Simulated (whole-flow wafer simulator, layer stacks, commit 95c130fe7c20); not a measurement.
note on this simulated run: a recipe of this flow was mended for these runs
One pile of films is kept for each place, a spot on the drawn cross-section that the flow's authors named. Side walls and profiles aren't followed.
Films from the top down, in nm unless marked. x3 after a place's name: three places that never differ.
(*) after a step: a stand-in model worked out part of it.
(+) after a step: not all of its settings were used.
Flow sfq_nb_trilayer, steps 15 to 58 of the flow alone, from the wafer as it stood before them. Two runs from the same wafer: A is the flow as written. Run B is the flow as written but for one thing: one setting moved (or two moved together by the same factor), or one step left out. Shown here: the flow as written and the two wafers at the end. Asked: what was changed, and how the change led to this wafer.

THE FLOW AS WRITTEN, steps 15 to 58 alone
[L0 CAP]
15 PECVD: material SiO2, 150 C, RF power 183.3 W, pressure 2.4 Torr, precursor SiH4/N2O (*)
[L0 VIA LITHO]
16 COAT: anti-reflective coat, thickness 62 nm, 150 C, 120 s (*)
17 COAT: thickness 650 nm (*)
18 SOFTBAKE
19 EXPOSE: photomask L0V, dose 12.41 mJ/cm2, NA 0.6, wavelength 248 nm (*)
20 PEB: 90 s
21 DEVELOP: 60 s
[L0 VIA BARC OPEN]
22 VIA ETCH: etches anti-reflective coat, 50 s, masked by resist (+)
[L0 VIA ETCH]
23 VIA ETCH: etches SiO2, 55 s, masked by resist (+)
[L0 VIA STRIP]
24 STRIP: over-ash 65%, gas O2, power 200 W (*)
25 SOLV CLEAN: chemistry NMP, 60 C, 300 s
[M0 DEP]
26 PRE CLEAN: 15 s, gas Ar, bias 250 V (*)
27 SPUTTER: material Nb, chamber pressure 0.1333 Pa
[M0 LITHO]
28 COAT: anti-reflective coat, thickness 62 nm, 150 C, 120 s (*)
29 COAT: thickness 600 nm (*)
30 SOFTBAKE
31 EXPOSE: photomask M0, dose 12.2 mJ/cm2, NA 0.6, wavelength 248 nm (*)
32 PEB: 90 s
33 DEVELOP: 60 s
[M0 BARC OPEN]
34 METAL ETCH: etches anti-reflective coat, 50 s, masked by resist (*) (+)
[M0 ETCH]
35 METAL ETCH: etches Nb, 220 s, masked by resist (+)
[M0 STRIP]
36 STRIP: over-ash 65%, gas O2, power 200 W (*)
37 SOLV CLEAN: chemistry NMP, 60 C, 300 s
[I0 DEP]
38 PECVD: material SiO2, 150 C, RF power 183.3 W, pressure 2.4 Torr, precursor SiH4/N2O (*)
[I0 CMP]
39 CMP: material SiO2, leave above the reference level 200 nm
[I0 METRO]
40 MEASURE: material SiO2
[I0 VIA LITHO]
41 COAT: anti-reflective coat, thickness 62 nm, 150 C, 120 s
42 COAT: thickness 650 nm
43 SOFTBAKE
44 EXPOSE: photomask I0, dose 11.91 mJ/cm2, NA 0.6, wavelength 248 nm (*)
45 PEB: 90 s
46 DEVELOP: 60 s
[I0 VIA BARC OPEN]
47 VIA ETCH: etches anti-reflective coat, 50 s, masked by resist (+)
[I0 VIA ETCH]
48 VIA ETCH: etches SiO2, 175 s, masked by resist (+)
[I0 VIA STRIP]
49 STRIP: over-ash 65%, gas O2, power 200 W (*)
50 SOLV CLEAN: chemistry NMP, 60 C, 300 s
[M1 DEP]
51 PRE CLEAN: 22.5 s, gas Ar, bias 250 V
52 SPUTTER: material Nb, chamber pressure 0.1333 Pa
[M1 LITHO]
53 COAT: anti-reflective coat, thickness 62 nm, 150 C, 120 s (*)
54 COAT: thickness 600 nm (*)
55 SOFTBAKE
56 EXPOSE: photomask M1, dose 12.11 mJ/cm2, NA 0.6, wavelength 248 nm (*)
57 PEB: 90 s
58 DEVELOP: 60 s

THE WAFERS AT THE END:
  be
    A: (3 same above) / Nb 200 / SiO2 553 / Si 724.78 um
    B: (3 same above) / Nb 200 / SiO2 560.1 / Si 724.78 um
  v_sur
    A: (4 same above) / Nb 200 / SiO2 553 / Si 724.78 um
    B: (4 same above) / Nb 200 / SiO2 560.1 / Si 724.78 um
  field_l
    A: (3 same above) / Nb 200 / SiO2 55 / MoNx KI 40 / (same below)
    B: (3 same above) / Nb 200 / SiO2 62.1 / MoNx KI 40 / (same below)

The cause: step 15, PECVD: pressure 1.82 Torr was run, where the flow has pressure 2.4 Torr.

How the change led to this, step by step:
  15 PECVD: material SiO2, 150 C, RF power 183.3 W, pressure 2.4 Torr, precursor SiH4/N2O (*)
      v_sur, via_wl, via_w and 97 more: A SiO2 +60 | B SiO2 +67.1
      field_l, l0_sur, l0v, l0r_line_l, l0r_line_c, l0r_line_r: A SiO2 +60 (new film) | B SiO2 +67.1 (new film)
  23 VIA ETCH: etches SiO2, 55 s, masked by resist (+)
      l0v: A SiO2 -59.7 (all of it), MoNx KI -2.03 | B SiO2 -66.8 (all of it), MoNx KI -1.32
  28 COAT: anti-reflective coat, thickness 62 nm, 150 C, 120 s (*)
      l0_sur: A anti-reflective coat +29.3 (new film) | B anti-reflective coat +27 (new film)
      l0v: A anti-reflective coat +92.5 (new film) | B anti-reflective coat +94.9 (new film)
  36 STRIP: over-ash 65%, gas O2, power 200 W (*)
      l0_sur: A KrF-resist-other-grade -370 (all of it), anti-reflective coat -29.3 (all of it) | B KrF-resist-other-grade -371 (all of it), anti-reflective coat -27 (all of it)
      l0v: A KrF-resist-other-grade -374.1 (all of it), anti-reflective coat -92.5 (all of it) | B KrF-resist-other-grade -377.8 (all of it), anti-reflective coat -94.9 (all of it)
  39 CMP: material SiO2, leave above the reference level 200 nm
      l0v: A SiO2 -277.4 | B SiO2 -269.9
